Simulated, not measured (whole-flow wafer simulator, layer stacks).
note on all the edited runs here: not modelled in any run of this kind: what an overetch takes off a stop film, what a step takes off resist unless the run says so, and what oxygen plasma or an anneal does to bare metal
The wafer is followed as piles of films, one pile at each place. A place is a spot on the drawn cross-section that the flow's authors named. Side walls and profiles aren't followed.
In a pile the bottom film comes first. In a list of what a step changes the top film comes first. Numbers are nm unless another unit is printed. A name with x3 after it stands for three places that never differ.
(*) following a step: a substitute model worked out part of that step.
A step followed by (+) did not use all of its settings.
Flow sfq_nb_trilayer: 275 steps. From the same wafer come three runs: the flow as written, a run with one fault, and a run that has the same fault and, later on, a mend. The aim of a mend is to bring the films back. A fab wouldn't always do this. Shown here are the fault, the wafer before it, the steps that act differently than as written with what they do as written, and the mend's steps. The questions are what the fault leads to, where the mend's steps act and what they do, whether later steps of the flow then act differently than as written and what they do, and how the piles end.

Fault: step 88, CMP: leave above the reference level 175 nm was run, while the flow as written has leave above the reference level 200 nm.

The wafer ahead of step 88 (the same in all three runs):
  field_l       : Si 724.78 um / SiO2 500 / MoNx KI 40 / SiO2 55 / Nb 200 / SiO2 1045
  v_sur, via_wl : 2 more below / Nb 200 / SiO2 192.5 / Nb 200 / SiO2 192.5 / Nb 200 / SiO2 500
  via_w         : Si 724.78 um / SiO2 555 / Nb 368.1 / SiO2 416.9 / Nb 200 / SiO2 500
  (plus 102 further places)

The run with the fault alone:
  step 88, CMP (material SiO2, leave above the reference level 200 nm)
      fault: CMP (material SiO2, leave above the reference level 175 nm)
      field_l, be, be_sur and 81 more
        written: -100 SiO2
        fault: -125 SiO2
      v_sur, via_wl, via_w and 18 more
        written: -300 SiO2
        fault: -325 SiO2
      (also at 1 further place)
  Steps further on in the flow that do not act as written (not shown: 3 more steps that differ only slightly, by at most 2% or 0.5 nm, whichever is larger):
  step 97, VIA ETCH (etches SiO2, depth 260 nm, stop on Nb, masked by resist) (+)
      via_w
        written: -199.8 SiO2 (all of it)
        fault: -174.8 SiO2 (all of it)
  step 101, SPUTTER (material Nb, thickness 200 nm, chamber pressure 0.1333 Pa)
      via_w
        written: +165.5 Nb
        fault: +171 Nb
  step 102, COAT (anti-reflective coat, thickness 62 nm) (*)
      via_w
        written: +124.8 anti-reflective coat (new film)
        fault: +119.2 anti-reflective coat (new film)
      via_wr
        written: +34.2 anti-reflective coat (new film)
        fault: +35.5 anti-reflective coat (new film)
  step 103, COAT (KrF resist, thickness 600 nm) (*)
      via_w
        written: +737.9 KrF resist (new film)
        fault: +717.1 KrF resist (new film)
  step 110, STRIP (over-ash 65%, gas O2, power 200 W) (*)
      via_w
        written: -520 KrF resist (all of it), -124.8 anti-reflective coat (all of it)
        fault: -499.2 KrF resist (all of it), -119.2 anti-reflective coat (all of it)
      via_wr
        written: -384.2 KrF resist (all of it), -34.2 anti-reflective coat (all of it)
        fault: -386.1 KrF resist (all of it), -35.5 anti-reflective coat (all of it)
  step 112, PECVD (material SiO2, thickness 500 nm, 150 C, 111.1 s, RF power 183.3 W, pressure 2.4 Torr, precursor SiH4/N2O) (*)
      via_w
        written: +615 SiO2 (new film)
        fault: +584.6 SiO2 (new film)
  The piles end different from the flow's at v_sur, via_wl, via_w and 29 more by more than 2% or 0.5 nm, whichever is larger.
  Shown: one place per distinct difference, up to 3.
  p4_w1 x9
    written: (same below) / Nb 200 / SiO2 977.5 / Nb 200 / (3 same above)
    fault: (same below) / Nb 200 / SiO2 952.5 / Nb 200 / (3 same above)
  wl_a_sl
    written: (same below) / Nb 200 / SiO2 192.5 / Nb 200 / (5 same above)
    fault: (same below) / Nb 200 / SiO2 167.5 / Nb 200 / (5 same above)
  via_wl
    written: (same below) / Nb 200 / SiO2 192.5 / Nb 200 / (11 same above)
    fault: (same below) / Nb 200 / SiO2 167.5 / Nb 200 / (11 same above)

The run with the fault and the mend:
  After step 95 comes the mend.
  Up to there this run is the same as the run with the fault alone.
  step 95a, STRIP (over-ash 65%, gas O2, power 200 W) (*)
      field_l, v_sur, via_wl and 102 more
        -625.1 KrF resist (all of it), -62 anti-reflective coat (all of it)
      via_w
        -62 anti-reflective coat (all of it)
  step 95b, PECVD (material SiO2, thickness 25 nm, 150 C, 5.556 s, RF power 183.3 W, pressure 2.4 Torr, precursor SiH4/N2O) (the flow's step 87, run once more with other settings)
      field_l, v_sur, via_wl and 103 more
        +25 SiO2
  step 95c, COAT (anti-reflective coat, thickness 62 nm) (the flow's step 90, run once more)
      field_l, v_sur, via_wl and 103 more
        +62 anti-reflective coat (new film)
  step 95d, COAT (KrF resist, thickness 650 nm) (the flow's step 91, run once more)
      field_l, v_sur, via_wl and 103 more
        +650 KrF resist (new film)
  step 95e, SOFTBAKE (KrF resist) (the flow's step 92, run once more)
      alters no film at any place that is followed
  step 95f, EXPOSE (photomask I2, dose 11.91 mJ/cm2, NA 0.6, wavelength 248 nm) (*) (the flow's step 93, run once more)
      alters no film at any place that is followed
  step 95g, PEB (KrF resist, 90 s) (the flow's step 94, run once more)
      field_l, v_sur, via_wl and 103 more
        -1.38 KrF resist
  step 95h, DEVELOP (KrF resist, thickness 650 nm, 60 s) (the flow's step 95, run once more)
      field_l, v_sur, via_wl and 102 more
        -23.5 KrF resist
      via_w
        -648.6 KrF resist (all of it)
  Later steps of the flow that are run all act as written at every place that is followed, up to a difference of at most 2% or 0.5 nm, whichever is larger.
  At every place that both follow, the piles at the end match the flow's.
